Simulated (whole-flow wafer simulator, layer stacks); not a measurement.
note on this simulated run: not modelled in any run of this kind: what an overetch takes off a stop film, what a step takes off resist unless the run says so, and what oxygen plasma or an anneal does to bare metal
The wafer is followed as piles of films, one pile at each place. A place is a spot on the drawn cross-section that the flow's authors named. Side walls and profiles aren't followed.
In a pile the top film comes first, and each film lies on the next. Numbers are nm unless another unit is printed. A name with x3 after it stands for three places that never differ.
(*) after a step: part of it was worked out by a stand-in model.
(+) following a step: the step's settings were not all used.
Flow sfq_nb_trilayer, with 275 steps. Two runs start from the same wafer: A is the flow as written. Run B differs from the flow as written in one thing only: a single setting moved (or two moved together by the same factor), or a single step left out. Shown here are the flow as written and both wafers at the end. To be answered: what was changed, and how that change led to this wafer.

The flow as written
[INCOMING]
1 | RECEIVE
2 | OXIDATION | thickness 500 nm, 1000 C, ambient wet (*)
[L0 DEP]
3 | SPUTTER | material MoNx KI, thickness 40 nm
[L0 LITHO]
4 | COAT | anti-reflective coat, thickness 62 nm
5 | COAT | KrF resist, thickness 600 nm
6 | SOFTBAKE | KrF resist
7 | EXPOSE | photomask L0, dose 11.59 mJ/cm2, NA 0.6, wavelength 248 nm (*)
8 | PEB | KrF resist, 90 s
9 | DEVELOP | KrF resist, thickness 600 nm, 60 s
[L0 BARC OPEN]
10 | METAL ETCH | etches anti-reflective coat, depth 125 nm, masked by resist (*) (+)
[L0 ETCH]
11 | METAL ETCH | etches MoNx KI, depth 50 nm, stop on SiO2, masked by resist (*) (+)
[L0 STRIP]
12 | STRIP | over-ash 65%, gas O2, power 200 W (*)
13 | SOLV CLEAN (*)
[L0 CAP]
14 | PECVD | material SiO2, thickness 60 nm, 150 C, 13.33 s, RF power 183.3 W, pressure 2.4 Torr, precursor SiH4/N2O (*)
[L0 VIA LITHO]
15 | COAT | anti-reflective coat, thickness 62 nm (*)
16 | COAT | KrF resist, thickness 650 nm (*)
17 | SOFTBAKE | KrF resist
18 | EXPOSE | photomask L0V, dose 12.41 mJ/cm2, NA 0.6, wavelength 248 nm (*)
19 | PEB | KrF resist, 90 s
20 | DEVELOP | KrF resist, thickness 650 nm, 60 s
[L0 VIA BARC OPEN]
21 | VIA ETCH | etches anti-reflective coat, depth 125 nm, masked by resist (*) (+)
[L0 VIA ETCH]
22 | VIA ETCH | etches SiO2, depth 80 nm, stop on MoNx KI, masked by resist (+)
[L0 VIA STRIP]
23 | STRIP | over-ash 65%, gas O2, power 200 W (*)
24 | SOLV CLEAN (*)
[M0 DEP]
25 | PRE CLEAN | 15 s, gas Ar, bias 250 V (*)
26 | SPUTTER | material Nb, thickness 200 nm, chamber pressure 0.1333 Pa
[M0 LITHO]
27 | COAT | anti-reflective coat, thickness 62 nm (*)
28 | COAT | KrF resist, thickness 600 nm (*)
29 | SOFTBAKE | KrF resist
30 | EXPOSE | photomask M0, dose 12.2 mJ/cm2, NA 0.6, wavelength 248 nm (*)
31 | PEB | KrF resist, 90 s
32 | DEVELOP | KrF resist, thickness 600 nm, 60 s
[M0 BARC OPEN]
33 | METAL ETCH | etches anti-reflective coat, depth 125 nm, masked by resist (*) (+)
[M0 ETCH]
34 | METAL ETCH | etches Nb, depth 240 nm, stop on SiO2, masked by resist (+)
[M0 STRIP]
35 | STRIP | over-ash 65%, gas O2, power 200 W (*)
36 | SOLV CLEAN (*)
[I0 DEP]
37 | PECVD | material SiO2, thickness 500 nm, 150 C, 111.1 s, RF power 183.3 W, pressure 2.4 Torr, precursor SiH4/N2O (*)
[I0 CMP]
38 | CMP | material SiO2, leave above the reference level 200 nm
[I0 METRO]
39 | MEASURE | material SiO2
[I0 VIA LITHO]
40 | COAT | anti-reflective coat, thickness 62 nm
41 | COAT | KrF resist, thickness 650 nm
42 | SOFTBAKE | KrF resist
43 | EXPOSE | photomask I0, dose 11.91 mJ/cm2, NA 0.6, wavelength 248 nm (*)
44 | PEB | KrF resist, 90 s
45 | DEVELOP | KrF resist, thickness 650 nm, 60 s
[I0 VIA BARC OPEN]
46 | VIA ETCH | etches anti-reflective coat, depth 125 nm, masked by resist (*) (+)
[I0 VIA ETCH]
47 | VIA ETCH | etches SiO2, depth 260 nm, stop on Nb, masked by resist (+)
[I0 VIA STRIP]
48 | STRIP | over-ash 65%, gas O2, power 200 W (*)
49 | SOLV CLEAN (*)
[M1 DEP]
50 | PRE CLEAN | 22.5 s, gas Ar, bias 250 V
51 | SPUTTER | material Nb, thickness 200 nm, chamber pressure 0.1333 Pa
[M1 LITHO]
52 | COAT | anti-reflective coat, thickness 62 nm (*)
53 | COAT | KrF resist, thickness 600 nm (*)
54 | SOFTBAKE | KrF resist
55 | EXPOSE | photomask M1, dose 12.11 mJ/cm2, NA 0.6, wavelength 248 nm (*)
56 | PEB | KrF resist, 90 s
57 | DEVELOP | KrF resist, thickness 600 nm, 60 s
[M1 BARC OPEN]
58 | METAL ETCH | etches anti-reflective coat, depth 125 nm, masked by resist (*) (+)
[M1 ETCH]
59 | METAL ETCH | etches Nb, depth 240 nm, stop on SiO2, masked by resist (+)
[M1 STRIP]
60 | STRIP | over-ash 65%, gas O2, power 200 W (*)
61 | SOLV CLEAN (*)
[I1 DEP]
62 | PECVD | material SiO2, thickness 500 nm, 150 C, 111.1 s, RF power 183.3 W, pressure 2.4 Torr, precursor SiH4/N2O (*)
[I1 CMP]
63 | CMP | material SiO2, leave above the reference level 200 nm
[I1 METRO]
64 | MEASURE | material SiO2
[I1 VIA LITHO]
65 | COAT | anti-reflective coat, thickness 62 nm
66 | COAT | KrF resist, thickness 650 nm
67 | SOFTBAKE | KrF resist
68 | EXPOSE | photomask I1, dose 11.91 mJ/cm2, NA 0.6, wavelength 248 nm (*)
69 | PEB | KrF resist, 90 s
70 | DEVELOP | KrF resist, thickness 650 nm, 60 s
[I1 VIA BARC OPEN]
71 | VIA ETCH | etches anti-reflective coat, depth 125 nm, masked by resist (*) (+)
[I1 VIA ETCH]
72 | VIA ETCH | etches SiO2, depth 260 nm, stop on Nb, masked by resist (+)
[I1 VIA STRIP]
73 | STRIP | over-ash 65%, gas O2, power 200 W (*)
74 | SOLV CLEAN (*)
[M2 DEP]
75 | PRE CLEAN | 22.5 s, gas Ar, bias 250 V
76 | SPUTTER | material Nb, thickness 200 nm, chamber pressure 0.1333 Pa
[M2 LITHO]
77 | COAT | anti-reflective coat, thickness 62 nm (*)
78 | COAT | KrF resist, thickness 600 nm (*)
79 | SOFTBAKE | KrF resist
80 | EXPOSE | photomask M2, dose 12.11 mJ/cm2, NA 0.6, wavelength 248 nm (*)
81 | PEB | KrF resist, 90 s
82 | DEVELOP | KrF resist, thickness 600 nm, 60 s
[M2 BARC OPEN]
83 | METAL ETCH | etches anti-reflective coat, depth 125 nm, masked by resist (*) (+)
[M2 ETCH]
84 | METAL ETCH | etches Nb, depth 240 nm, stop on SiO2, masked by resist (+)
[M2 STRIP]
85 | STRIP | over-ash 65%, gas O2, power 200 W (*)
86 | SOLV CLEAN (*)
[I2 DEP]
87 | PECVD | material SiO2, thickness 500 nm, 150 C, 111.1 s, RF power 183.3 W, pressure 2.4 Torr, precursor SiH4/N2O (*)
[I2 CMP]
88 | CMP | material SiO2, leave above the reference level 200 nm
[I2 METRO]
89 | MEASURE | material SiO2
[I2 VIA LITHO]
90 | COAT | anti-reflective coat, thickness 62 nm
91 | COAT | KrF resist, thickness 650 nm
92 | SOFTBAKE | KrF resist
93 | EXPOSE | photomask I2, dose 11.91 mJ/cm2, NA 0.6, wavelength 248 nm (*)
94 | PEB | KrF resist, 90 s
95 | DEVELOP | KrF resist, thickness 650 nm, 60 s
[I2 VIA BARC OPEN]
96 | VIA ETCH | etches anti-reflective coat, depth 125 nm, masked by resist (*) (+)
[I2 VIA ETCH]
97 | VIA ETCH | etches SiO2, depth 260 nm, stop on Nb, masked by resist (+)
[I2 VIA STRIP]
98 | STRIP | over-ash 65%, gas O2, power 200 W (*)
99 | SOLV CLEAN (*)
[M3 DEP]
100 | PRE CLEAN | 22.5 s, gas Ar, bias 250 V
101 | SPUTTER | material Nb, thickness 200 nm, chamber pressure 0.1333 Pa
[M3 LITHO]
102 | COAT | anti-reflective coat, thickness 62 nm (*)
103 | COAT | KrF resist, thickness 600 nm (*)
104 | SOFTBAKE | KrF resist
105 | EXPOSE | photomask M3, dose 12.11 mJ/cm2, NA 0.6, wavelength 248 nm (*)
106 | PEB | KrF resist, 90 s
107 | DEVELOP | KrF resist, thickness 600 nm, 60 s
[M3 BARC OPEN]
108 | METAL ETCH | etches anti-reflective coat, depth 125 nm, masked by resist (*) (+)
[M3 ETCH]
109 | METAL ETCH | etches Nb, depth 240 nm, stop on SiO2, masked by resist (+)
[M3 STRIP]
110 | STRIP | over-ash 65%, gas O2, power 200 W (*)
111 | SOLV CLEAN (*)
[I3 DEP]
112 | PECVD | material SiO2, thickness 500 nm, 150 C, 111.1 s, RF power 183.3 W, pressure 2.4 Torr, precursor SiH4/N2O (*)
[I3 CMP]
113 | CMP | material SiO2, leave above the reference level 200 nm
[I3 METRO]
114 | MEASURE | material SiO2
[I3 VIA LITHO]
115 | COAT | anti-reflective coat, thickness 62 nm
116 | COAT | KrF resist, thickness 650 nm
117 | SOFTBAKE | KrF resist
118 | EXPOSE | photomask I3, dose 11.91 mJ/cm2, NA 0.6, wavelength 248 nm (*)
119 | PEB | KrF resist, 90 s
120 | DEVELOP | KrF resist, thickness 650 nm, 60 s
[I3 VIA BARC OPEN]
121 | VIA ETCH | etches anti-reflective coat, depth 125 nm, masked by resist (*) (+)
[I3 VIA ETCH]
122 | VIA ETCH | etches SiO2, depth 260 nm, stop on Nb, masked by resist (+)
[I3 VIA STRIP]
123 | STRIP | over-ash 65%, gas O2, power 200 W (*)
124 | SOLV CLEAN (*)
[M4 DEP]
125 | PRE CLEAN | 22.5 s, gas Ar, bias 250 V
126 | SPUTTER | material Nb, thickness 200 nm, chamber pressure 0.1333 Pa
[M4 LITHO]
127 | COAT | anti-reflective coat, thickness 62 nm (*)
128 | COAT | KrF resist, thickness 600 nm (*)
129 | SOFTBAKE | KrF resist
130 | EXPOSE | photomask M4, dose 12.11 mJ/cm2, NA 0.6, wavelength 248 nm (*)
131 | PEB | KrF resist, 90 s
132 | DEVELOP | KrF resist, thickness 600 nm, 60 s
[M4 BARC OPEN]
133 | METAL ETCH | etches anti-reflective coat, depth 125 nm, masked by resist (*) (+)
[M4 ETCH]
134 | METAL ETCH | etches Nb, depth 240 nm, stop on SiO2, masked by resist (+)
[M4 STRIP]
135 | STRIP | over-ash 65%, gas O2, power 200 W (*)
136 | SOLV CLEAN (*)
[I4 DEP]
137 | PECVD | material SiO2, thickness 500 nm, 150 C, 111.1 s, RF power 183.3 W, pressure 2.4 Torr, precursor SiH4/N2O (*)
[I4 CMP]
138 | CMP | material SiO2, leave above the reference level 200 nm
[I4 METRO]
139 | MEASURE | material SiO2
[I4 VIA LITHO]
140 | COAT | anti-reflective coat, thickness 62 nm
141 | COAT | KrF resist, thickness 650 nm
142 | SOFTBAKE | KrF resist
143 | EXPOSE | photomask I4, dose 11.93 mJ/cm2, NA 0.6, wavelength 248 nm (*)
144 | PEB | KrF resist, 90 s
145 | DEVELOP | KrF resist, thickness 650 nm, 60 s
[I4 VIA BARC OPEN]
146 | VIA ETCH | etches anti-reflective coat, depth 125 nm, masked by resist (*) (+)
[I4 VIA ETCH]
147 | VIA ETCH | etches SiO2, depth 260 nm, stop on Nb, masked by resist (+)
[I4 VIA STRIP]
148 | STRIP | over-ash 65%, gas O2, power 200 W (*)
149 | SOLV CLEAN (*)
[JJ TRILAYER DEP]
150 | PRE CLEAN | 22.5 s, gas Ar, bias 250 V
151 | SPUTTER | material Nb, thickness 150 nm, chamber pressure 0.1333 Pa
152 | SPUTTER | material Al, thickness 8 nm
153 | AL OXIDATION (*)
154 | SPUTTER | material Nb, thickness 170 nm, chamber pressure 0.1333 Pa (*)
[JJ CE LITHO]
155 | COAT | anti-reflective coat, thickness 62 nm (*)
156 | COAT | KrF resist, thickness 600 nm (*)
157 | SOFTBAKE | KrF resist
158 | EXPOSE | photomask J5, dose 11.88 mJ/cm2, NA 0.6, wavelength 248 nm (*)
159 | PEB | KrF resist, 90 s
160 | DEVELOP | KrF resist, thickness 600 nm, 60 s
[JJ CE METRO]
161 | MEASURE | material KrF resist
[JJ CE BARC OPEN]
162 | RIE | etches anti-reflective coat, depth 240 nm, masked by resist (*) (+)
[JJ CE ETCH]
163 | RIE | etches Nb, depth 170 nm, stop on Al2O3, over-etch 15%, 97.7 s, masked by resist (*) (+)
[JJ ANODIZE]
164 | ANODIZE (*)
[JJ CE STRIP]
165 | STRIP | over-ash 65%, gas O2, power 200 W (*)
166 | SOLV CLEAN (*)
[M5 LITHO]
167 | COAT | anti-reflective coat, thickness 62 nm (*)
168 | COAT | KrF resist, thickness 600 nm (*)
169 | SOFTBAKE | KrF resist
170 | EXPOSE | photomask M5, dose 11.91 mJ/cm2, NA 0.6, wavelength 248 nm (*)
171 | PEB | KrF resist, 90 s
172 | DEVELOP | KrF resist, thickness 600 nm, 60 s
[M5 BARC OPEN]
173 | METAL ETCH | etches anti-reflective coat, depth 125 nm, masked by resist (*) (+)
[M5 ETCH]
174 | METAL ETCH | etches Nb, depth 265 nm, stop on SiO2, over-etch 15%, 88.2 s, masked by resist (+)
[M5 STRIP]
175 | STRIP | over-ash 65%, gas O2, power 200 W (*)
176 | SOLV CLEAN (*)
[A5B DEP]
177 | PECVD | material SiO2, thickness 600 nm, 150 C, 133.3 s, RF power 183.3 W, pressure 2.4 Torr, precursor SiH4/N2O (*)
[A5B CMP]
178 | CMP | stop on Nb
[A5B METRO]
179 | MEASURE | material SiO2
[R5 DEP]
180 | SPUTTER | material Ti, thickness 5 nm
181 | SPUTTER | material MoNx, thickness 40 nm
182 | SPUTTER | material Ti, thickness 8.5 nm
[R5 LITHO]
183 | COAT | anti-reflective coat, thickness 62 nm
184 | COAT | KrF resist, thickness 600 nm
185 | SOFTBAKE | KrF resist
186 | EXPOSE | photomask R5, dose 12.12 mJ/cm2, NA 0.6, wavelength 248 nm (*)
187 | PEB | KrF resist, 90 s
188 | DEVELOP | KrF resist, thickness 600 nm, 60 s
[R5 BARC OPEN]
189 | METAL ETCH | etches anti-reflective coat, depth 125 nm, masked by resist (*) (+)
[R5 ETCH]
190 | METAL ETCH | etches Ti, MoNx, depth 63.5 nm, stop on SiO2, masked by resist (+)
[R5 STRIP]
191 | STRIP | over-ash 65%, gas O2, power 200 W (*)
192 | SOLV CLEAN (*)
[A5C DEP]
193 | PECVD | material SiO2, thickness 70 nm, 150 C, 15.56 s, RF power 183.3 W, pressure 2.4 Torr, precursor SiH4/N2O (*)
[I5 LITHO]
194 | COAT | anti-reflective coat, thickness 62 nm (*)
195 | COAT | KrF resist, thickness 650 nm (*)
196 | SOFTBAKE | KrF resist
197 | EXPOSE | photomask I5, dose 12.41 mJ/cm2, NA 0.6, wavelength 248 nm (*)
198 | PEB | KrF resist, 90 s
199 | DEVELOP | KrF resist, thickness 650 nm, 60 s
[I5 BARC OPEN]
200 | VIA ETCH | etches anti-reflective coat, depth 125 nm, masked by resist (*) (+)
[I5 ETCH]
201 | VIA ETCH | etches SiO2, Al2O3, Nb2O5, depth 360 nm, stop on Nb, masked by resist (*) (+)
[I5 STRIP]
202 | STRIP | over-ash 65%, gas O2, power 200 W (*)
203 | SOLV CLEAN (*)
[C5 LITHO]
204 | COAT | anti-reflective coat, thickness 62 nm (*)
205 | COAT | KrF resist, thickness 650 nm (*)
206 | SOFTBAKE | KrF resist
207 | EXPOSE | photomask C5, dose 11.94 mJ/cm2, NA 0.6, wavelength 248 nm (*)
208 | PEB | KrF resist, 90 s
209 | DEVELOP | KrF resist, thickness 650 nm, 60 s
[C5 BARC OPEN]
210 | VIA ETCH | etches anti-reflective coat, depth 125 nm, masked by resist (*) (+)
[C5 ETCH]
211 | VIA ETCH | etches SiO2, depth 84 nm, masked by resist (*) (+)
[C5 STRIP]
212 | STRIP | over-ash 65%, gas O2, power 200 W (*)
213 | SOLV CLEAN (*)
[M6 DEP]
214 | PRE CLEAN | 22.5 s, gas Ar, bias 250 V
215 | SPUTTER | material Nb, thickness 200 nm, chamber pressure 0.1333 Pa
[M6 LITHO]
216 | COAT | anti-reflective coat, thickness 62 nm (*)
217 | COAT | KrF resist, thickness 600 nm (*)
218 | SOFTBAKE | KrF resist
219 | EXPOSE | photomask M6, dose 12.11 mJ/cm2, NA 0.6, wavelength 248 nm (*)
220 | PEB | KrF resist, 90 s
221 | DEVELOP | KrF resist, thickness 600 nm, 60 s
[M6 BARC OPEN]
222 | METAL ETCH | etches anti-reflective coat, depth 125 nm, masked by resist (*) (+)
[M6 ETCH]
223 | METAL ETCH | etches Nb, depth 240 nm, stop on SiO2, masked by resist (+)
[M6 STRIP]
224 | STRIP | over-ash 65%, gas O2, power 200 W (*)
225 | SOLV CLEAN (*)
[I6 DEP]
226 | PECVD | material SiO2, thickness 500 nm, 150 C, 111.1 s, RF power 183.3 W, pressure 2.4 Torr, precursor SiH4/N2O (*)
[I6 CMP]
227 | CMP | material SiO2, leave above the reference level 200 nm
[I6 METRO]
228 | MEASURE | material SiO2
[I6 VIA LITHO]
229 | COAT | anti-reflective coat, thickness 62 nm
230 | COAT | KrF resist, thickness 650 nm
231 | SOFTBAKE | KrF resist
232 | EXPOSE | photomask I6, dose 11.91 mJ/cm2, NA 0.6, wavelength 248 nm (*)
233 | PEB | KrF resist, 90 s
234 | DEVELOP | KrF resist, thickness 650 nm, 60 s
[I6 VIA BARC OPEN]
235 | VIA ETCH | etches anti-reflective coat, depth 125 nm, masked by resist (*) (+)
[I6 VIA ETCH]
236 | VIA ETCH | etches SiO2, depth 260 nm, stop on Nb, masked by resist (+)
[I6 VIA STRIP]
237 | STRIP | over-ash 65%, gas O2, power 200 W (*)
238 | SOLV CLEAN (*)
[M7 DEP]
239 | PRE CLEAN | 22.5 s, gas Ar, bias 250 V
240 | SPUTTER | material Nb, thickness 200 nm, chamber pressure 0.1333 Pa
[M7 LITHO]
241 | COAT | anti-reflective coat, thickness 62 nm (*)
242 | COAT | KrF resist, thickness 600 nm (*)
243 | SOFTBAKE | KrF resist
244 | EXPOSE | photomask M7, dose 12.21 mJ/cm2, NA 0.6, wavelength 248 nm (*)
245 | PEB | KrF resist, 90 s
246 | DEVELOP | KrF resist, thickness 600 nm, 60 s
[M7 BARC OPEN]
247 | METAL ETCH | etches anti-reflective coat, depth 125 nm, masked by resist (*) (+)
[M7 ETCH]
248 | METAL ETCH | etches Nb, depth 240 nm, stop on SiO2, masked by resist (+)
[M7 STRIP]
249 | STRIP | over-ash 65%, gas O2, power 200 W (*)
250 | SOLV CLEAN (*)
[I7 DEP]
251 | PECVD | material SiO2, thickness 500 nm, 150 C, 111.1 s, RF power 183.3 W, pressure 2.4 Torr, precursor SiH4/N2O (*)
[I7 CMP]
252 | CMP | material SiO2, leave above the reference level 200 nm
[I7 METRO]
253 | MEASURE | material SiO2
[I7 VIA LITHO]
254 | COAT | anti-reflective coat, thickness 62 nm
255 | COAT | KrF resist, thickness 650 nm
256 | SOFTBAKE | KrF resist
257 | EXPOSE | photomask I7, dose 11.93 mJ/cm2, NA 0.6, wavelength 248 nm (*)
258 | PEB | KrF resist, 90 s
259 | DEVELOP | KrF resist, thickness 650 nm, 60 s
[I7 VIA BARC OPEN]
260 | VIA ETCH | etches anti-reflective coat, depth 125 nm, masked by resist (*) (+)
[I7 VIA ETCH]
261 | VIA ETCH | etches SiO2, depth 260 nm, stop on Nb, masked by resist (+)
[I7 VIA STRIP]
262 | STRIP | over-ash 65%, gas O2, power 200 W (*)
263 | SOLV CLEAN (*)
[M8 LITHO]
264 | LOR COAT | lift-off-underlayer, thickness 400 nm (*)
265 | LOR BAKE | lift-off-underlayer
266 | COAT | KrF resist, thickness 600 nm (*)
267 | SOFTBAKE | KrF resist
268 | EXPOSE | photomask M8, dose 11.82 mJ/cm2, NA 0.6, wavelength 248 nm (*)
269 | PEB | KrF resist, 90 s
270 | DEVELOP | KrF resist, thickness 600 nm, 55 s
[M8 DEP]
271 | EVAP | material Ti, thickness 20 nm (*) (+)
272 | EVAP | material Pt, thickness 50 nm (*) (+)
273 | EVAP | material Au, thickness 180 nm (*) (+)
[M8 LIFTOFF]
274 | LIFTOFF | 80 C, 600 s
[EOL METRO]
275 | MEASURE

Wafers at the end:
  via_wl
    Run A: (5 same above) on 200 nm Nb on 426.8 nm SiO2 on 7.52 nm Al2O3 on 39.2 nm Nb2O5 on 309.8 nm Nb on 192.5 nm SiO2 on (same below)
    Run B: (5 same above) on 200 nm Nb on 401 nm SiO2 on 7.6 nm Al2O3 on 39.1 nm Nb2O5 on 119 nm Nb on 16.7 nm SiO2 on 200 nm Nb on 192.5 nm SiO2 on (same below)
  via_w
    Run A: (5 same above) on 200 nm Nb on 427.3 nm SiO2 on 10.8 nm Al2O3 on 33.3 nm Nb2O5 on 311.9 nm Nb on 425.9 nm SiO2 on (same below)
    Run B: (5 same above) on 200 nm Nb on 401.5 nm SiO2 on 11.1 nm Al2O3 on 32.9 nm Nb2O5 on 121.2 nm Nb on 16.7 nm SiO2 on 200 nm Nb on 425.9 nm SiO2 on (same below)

The reason: step 147, VIA ETCH: depth 175.6 nm was run, while the flow as written has depth 260 nm.

Step by step, how the change led to this:
  147 | VIA ETCH | etches SiO2, depth 260 nm, stop on Nb, masked by resist (+)
      via_wl, via_w, via_wr: A SiO2 loses 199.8 (all of it) | B SiO2 loses 175.6
      field_l, v_sur, via_sp and 100 more: A KrF resist loses 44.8 | B KrF resist loses 30.3
  148 | STRIP | over-ash 65%, gas O2, power 200 W (*)
      field_l, v_sur, via_sp and 100 more: A KrF resist loses 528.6 (all of it), anti-reflective coat loses 62 (all of it) | B KrF resist loses 543.2 (all of it), anti-reflective coat loses 62 (all of it)
  150 | PRE CLEAN | 22.5 s, gas Ar, bias 250 V
      via_wl, via_w, via_wr: A Nb loses 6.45 | B SiO2 loses 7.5
  151 | SPUTTER | material Nb, thickness 150 nm, chamber pressure 0.1333 Pa
      via_wl, via_w, via_wr: A Nb gains 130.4 | B Nb gains 133.1 (new film)
  154 | SPUTTER | material Nb, thickness 170 nm, chamber pressure 0.1333 Pa (*)
      via_wl, via_wr: A Nb gains 140.7 (new film) | B Nb gains 144.7 (new film)
      via_w: A Nb gains 141 (new film) | B Nb gains 145.1 (new film)
  155 | COAT | anti-reflective coat, thickness 62 nm (*)
      via_wl, via_wr: A anti-reflective coat gains 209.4 (new film) | B anti-reflective coat gains 186.9 (new film)
      v_sur: A anti-reflective coat gains 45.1 (new film) | B anti-reflective coat gains 46.2 (new film)
      (and at 1 other place as well)
  156 | COAT | KrF resist, thickness 600 nm (*)
      via_w: A KrF resist gains 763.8 (new film) | B KrF resist gains 741.8 (new film)
  160 | DEVELOP | KrF resist, thickness 600 nm, 60 s
      via_w: A KrF resist loses 762.1 (all of it) | B KrF resist loses 740.2 (all of it)
  162 | RIE | etches anti-reflective coat, depth 240 nm, masked by resist (*) (+)
      ce_l, c5j, ce_r, wl_jj: A KrF resist loses 209.4 | B KrF resist loses 186.9
      via_wl, via_wr: A anti-reflective coat loses 209.4 (all of it) | B anti-reflective coat loses 186.9 (all of it)
      (and at 2 other places as well)
  163 | RIE | etches Nb, depth 170 nm, stop on Al2O3, over-etch 15%, 97.7 s, masked by resist (*) (+)
      via_wl, via_wr: A Nb loses 140.7 (all of it), Al2O3 loses 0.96 (all of it) | B Nb loses 144.7 (all of it), Al2O3 loses 0.96 (all of it)
      via_w: A Nb loses 141 (all of it), Al2O3 loses 0.96 (all of it) | B Nb loses 145.1 (all of it), Al2O3 loses 0.96 (all of it)
  165 | STRIP | over-ash 65%, gas O2, power 200 W (*)
      ce_l: A KrF resist loses 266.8 (all of it), anti-reflective coat loses 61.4 (all of it) | B KrF resist loses 289.5 (all of it), anti-reflective coat loses 61.5 (all of it)
      c5j: A KrF resist loses 266.9 (all of it), anti-reflective coat loses 61.5 (all of it) | B KrF resist loses 289.5 (all of it), anti-reflective coat loses 61.5 (all of it)
      (and at 2 other places as well)
  167 | COAT | anti-reflective coat, thickness 62 nm (*)
      via_wl: A anti-reflective coat gains 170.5 (new film) | B anti-reflective coat gains 153 (new film)
      via_wr: A anti-reflective coat gains 170.6 (new film) | B anti-reflective coat gains 153 (new film)
  168 | COAT | KrF resist, thickness 600 nm (*)
      via_w: A KrF resist gains 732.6 (new film) | B KrF resist gains 715.6 (new film)
  175 | STRIP | over-ash 65%, gas O2, power 200 W (*)
      via_wl: A KrF resist loses 427 (all of it), anti-reflective coat loses 170.5 (all of it) | B KrF resist loses 424.8 (all of it), anti-reflective coat loses 153 (all of it)
      via_w: A KrF resist loses 503.5 (all of it), anti-reflective coat loses 84.1 (all of it) | B KrF resist loses 486.5 (all of it), anti-reflective coat loses 82.7 (all of it)
      (and at 1 other place as well)
  178 | CMP | stop on Nb
      via_wl, via_wr: A SiO2 loses 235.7 | B SiO2 loses 261.5
      via_w: A SiO2 loses 235.2 | B SiO2 loses 261
With metal films that touch counted as one body, via_wl has 8 bodies (between them, from the top down: SiO2 192.5; SiO2 401 / Al2O3 7.6 / Nb2O5 39.1; SiO2 16.7; SiO2 192.5; SiO2 192.5; SiO2 192.5; SiO2 192.5); the flow as written gives 7 bodies (between them, from the top down: SiO2 192.5; SiO2 426.8 / Al2O3 7.52 / Nb2O5 39.2; SiO2 192.5; SiO2 192.5; SiO2 192.5; SiO2 192.5).
With metal films that touch counted as one body, via_w has 6 bodies (between them, from the top down: SiO2 192.5; SiO2 401.5 / Al2O3 11.1 / Nb2O5 32.9; SiO2 16.7; SiO2 425.9; SiO2 416.9); the flow as written gives 5 bodies (between them, from the top down: SiO2 192.5; SiO2 427.3 / Al2O3 10.8 / Nb2O5 33.3; SiO2 425.9; SiO2 416.9).
